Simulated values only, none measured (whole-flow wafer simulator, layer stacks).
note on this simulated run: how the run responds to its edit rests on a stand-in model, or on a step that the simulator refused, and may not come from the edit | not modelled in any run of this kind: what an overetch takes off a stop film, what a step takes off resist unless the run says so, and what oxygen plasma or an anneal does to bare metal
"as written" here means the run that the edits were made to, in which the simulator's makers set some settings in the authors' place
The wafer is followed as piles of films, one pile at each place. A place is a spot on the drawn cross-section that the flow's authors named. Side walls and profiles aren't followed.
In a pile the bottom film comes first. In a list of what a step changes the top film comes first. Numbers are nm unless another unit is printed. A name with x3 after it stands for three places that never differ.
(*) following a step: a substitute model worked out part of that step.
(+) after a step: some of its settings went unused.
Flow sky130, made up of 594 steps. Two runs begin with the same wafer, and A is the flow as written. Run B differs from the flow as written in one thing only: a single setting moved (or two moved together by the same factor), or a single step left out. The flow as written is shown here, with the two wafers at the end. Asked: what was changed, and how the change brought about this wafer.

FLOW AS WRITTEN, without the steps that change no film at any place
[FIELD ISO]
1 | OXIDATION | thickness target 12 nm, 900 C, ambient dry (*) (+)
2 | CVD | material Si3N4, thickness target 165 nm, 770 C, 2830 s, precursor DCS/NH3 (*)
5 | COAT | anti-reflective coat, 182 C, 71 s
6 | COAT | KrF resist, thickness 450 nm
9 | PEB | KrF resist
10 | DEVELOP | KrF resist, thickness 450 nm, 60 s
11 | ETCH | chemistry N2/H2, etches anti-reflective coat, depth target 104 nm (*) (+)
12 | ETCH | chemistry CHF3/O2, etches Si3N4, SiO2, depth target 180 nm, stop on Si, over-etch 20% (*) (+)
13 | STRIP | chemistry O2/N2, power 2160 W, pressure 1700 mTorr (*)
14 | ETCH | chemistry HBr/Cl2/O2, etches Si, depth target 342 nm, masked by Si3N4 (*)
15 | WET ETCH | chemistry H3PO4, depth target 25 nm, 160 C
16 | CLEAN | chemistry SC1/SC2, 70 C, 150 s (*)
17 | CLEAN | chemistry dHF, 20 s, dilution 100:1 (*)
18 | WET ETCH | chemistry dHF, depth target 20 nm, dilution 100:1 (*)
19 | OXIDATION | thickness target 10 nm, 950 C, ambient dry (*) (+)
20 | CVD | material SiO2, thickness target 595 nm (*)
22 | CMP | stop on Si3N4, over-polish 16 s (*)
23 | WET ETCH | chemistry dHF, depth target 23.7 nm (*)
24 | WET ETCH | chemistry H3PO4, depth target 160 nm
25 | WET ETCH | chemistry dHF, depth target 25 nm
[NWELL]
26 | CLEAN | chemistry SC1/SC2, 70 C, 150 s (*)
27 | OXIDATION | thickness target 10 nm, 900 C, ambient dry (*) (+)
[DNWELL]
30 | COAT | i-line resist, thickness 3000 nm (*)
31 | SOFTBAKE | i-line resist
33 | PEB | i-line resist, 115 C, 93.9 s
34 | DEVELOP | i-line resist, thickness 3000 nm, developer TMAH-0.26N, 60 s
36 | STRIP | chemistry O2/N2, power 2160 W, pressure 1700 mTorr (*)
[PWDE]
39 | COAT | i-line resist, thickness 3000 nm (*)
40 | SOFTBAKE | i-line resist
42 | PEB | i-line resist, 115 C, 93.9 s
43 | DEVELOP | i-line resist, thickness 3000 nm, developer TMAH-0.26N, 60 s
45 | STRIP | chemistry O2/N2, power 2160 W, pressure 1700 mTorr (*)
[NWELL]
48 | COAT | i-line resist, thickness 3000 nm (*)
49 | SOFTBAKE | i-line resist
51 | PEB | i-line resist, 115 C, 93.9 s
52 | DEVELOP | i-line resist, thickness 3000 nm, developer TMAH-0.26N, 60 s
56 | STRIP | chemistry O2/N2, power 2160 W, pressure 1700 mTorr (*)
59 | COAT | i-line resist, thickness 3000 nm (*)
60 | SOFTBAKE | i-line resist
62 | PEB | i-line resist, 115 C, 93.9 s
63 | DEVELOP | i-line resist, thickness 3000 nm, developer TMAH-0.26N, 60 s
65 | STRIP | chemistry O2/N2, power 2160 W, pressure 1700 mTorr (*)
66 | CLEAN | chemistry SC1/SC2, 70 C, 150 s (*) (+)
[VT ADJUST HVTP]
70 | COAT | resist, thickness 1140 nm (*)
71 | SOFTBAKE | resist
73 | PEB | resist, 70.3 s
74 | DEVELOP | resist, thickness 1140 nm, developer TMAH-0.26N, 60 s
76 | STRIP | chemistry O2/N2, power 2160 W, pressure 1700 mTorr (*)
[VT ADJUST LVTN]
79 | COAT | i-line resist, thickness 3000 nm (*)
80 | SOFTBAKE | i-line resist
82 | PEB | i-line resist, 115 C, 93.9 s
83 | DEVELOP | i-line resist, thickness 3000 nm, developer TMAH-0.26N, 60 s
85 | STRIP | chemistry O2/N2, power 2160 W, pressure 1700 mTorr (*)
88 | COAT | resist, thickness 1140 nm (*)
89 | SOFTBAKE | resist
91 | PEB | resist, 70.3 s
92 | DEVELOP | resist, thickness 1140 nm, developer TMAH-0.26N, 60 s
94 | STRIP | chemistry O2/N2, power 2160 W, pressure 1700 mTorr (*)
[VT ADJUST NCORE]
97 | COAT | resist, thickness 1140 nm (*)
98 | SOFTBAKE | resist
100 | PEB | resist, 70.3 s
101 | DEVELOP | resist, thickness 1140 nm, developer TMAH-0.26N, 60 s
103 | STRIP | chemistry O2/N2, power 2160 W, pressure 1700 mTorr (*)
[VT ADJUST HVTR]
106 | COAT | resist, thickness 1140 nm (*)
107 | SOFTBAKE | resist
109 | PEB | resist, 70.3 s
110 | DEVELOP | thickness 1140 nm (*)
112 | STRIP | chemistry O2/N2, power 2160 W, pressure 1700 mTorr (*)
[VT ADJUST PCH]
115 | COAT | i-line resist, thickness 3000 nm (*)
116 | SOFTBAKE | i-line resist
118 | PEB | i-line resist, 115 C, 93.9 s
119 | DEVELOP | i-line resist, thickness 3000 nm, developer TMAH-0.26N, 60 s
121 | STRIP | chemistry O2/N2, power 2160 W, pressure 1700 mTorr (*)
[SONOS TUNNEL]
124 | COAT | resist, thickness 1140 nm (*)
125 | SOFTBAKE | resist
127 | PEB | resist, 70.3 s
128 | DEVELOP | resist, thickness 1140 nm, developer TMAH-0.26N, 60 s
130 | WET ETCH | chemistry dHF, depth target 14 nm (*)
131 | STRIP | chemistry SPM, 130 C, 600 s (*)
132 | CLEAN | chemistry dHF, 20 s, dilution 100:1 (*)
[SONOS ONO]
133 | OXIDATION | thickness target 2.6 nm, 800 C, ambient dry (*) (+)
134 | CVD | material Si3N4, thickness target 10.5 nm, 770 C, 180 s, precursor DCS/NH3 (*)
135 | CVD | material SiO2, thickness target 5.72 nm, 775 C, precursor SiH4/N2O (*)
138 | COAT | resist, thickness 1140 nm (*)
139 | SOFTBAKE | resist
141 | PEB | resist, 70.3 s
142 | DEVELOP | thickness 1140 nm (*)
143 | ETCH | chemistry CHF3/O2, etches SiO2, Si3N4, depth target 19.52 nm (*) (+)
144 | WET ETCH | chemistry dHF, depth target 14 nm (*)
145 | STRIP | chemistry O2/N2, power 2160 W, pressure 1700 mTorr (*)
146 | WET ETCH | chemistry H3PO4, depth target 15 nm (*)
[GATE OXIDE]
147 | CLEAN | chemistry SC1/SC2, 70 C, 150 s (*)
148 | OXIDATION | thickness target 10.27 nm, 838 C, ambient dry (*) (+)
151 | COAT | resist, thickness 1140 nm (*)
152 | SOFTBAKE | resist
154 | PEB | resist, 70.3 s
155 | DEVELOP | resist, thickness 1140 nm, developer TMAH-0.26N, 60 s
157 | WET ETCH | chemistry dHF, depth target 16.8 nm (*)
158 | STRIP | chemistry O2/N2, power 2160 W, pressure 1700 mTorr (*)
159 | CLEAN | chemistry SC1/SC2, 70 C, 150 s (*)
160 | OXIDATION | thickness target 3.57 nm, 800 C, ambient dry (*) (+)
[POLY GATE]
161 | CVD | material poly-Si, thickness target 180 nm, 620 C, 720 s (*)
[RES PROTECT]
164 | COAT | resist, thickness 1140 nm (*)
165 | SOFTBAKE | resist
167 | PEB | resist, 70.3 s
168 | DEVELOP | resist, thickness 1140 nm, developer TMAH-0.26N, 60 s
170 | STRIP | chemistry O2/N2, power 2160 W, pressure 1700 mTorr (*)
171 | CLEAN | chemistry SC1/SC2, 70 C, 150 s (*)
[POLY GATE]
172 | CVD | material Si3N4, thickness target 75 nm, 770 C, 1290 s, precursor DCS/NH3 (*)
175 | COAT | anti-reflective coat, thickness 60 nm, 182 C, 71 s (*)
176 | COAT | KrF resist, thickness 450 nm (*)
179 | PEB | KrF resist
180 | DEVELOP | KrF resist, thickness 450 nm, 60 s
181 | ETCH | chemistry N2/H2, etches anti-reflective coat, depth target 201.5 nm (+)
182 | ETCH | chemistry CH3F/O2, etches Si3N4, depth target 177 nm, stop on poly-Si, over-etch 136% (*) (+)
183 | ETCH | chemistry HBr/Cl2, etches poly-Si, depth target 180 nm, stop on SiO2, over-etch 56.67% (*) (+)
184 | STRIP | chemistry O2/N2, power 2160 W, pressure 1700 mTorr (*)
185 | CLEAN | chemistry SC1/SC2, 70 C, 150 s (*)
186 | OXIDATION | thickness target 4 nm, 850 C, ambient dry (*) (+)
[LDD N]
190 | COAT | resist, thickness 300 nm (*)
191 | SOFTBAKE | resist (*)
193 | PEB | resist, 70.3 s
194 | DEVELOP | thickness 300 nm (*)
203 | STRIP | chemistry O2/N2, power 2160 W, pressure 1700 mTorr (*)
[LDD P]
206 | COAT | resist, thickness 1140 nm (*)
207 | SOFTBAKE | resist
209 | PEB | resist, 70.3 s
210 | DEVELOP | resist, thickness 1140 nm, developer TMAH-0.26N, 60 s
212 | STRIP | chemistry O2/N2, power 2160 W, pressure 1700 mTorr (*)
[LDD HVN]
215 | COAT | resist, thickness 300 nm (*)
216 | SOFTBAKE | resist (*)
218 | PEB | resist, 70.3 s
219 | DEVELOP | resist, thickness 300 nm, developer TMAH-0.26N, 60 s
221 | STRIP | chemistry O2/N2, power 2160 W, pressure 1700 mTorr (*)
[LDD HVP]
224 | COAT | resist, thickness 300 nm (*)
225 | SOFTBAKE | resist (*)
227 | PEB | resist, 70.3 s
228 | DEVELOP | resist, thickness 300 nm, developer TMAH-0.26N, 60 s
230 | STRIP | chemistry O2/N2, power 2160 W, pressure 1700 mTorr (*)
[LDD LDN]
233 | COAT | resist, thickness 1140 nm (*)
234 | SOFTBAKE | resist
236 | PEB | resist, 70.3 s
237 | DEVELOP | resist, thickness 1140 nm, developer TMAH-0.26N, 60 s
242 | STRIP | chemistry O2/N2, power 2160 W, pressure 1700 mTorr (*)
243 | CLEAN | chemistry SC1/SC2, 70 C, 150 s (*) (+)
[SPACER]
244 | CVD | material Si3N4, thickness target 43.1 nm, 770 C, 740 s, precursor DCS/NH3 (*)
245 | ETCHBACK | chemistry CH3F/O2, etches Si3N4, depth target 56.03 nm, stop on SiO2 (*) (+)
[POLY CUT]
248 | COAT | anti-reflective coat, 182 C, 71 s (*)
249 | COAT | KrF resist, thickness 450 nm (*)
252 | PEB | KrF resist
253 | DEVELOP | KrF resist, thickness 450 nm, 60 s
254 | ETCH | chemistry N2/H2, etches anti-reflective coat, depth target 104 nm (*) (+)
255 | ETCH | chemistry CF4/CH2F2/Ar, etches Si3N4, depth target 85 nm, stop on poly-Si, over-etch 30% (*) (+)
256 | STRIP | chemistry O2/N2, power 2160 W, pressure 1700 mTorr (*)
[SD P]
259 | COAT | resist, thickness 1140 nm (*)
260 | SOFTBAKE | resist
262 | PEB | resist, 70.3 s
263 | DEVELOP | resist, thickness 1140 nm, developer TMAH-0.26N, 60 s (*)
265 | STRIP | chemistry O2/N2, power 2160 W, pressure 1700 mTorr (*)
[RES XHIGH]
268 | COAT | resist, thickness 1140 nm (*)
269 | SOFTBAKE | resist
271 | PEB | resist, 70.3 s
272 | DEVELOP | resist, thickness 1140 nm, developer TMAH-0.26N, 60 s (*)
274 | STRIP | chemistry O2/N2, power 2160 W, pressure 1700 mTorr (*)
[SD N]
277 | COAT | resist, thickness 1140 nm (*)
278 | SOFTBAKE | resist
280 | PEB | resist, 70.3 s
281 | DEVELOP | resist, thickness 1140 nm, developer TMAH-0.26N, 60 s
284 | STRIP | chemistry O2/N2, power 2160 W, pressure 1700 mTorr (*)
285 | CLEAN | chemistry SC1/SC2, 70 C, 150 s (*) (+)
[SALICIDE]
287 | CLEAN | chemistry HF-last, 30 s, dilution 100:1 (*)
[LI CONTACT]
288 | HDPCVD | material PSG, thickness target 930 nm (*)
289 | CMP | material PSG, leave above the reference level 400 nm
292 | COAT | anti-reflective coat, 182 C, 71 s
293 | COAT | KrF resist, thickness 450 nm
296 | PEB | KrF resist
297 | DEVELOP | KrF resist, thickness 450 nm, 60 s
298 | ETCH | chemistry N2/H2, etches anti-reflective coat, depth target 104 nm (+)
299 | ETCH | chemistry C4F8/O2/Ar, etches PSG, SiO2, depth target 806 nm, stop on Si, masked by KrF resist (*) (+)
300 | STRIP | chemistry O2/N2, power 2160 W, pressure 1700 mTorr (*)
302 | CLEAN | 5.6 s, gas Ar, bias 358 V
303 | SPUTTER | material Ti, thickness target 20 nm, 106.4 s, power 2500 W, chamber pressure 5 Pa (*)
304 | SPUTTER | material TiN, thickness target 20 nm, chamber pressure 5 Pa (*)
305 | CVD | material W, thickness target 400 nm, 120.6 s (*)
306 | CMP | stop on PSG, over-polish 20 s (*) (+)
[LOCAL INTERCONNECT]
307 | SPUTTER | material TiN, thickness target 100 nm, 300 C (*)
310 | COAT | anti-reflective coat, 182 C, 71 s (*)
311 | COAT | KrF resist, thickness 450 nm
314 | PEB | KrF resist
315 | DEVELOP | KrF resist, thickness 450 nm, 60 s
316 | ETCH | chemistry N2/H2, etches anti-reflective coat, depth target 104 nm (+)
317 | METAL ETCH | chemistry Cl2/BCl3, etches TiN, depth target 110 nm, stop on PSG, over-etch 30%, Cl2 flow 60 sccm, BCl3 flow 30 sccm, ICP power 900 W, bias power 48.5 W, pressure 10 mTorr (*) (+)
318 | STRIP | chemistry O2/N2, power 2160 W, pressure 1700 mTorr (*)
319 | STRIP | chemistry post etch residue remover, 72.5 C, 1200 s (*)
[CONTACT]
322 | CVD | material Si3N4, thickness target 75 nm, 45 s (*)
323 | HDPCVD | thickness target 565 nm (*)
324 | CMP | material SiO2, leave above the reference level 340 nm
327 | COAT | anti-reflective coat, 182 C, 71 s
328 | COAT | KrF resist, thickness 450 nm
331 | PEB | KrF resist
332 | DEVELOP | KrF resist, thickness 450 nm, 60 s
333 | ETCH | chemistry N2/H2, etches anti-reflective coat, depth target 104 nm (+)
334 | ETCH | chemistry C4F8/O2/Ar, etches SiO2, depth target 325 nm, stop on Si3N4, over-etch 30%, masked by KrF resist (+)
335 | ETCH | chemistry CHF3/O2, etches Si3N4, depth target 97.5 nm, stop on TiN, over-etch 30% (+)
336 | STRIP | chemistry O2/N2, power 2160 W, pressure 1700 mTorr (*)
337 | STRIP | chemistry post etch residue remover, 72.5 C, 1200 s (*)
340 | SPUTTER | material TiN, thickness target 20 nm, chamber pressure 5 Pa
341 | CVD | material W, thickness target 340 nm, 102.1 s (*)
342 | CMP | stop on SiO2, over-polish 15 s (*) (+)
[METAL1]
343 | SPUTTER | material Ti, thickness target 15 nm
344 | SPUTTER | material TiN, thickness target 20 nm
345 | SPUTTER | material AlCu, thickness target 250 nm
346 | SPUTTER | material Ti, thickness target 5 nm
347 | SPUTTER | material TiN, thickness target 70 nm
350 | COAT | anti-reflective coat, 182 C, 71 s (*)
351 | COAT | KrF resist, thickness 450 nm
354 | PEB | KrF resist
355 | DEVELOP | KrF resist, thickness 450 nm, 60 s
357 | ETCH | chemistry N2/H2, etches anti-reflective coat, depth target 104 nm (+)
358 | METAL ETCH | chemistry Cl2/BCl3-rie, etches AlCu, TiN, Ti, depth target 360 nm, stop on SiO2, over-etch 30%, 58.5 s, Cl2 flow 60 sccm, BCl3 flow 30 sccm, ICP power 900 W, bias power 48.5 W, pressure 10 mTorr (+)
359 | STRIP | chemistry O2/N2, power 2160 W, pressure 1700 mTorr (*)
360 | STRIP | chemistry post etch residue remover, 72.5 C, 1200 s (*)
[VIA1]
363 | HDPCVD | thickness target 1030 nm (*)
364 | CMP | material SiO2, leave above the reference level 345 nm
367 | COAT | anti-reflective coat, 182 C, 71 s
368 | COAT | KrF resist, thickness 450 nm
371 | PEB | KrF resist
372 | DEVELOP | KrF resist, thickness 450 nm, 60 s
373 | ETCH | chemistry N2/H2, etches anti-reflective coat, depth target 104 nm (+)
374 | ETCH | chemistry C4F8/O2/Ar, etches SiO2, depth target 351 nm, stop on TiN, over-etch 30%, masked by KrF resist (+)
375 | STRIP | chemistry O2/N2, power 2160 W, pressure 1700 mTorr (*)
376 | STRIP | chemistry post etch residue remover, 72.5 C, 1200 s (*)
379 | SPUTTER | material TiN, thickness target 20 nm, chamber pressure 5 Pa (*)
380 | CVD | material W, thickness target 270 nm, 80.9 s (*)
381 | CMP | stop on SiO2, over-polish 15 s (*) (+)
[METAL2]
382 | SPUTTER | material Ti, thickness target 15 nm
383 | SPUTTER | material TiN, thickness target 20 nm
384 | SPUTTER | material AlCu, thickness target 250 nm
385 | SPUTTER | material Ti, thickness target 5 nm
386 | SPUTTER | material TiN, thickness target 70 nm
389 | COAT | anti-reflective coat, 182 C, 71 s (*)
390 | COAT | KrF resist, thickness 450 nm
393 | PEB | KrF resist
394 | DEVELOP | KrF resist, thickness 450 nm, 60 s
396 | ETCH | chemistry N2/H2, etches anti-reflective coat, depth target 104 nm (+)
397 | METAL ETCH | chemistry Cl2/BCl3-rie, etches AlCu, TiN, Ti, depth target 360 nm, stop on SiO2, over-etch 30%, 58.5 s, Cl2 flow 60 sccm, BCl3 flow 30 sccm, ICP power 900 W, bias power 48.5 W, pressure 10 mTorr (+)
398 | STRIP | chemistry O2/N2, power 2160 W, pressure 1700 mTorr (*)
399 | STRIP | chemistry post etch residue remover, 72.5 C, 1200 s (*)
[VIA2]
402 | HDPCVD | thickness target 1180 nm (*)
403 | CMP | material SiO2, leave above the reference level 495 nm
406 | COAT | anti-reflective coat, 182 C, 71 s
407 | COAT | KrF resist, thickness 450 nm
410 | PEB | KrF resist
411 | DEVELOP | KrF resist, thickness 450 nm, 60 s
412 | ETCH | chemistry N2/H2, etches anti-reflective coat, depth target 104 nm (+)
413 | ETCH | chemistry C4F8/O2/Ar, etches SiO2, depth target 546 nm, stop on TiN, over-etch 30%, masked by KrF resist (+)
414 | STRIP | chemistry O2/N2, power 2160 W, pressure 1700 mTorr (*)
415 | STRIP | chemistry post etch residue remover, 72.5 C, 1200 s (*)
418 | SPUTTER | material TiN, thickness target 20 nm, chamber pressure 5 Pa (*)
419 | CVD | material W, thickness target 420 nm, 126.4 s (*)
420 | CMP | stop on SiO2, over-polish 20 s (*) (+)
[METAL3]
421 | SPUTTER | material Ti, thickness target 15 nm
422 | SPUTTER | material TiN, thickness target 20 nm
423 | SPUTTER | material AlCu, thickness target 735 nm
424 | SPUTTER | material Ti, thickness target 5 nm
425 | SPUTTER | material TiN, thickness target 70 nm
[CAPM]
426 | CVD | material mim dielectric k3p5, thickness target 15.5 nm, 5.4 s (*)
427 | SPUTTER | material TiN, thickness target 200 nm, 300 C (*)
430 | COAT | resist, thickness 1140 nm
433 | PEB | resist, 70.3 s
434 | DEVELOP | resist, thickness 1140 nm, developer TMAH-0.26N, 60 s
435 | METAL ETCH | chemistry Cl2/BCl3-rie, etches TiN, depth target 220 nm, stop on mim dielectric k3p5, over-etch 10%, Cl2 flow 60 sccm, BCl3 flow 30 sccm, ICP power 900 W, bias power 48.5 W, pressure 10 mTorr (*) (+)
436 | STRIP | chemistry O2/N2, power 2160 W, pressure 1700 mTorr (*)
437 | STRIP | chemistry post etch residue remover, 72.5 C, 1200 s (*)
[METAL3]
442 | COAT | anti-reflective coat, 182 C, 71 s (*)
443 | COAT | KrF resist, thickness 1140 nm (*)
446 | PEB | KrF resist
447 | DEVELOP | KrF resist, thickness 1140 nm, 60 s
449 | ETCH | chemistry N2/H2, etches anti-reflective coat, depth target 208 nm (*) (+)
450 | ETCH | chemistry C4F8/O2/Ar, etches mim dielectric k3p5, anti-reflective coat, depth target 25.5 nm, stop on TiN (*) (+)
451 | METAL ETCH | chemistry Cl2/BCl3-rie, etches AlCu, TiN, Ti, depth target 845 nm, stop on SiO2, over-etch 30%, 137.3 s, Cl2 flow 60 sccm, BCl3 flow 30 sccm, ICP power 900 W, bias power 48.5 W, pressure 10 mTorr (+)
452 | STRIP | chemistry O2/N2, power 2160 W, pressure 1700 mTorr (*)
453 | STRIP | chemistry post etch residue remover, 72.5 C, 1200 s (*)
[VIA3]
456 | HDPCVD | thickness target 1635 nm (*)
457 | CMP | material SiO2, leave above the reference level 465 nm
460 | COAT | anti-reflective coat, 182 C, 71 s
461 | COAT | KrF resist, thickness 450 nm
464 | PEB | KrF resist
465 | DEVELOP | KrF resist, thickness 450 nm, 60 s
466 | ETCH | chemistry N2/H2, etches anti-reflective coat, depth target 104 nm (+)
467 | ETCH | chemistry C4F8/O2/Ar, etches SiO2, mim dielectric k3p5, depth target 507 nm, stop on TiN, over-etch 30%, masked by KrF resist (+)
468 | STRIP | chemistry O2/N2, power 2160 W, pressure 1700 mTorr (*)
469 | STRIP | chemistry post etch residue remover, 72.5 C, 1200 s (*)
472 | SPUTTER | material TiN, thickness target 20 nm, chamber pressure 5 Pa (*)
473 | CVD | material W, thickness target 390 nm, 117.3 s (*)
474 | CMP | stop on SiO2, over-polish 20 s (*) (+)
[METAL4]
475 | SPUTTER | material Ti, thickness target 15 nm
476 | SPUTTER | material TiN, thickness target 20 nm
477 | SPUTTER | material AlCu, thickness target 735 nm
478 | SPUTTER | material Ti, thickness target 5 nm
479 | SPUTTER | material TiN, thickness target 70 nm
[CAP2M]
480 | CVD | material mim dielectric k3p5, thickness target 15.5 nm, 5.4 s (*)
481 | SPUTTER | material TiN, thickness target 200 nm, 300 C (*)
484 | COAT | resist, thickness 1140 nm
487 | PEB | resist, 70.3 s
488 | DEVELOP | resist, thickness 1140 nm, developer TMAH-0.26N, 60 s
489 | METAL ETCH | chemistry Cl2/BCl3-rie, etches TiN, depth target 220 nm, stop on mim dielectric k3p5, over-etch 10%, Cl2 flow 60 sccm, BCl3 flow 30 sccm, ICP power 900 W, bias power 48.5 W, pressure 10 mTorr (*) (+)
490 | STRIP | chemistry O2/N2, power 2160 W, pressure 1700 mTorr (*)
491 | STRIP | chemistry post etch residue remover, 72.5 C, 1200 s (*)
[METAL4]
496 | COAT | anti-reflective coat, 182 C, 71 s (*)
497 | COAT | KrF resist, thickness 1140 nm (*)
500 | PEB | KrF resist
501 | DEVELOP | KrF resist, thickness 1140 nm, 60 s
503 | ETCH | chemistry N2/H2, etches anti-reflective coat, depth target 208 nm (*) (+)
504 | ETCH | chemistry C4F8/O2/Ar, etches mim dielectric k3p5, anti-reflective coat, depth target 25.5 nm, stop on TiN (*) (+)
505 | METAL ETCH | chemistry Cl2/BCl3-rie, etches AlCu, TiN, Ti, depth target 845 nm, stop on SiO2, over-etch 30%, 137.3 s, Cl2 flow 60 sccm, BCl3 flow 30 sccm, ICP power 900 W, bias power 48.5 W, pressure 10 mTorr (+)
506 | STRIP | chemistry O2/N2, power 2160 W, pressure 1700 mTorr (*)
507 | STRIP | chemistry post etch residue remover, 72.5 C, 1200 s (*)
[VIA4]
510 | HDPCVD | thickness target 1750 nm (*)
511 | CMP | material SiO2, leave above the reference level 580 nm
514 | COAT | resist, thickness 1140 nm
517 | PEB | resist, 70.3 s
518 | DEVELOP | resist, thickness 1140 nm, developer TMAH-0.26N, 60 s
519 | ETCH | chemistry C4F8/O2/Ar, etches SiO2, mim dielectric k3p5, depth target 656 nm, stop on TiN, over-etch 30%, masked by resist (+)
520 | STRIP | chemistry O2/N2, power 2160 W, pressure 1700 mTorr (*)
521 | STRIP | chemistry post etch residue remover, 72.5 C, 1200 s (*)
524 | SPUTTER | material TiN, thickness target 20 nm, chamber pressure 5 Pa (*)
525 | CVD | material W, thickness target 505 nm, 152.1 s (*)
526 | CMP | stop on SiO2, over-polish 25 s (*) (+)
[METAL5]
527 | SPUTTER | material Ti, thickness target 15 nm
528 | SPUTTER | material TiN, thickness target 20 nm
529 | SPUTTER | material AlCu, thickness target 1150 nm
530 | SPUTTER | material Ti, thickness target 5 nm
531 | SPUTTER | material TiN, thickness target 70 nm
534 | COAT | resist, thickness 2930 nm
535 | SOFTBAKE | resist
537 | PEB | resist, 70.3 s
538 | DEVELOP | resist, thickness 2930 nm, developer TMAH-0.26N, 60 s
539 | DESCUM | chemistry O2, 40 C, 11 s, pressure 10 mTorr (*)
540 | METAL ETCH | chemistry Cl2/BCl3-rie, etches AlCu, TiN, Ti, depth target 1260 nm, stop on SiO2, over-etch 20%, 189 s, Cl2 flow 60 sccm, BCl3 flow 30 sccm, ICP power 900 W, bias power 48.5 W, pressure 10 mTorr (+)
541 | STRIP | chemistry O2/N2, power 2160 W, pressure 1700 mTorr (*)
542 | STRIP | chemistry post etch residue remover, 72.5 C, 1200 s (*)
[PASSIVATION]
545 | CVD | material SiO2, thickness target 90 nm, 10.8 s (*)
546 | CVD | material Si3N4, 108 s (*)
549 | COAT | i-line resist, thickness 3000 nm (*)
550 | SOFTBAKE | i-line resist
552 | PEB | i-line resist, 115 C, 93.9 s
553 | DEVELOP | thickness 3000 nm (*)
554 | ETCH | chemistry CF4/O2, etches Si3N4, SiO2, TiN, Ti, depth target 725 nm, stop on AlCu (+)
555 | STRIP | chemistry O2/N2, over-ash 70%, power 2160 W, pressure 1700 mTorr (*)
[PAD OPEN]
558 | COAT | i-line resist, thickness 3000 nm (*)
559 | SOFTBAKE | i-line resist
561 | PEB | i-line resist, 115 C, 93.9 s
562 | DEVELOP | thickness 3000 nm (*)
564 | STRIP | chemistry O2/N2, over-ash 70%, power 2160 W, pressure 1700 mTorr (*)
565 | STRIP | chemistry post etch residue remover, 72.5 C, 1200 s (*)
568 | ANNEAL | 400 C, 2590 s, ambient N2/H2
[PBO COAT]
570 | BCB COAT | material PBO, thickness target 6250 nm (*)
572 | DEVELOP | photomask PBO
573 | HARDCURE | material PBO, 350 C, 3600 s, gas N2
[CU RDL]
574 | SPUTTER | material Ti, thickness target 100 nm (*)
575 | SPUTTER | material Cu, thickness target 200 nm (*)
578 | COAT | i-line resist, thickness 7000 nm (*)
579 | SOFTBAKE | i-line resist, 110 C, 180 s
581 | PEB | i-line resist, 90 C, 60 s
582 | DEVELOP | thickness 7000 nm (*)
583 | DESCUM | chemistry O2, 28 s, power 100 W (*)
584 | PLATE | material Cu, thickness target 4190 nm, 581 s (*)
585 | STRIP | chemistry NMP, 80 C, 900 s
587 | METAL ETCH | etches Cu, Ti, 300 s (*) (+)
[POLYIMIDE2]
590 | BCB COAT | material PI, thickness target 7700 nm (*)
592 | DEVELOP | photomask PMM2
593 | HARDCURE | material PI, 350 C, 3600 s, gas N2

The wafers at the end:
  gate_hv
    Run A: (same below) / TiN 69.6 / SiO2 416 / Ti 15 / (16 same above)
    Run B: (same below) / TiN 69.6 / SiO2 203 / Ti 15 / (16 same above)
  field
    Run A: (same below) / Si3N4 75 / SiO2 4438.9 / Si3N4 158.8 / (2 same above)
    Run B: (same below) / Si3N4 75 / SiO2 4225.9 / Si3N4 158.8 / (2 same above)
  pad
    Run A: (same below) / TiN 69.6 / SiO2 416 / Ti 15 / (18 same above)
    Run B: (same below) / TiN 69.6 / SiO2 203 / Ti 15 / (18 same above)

The reason: step 403, CMP: leave above the reference level 282 nm was run, whereas the flow has leave above the reference level 495 nm.

Step by step, how the change led to this:
  403 | CMP | material SiO2, leave above the reference level 495 nm
      n_well, p_well, gate_hv and 101 more: A -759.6 SiO2 | B -972.6 SiO2
      field, active, gate and 82 more: A -389.1 SiO2 | B -602.1 SiO2
      (also at 2 further places)
  413 | ETCH | chemistry C4F8/O2/Ar, etches SiO2, depth target 546 nm, stop on TiN, over-etch 30%, masked by KrF resist (+)
      field, active, n_well and 186 more: A -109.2 KrF resist | B -53.9 KrF resist
      m1: A -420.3 SiO2 (all of it) | B -207.3 SiO2 (all of it)
      (also at 1 further place)
  414 | STRIP | chemistry O2/N2, power 2160 W, pressure 1700 mTorr (*)
      field, active, n_well and 186 more: A -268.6 KrF resist (all of it), -80 anti-reflective coat (all of it) | B -323.9 KrF resist (all of it), -80 anti-reflective coat (all of it)
  418 | SPUTTER | material TiN, thickness target 20 nm, chamber pressure 5 Pa (*)
      m1, via2_hole: A +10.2 TiN | B +13.4 TiN
  419 | CVD | material W, thickness target 420 nm, 126.4 s (*)
      m1: A +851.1 W (new film) | B +634.9 W (new film)
      via2_hole: A +850.7 W (new film) | B +634.4 W (new film)
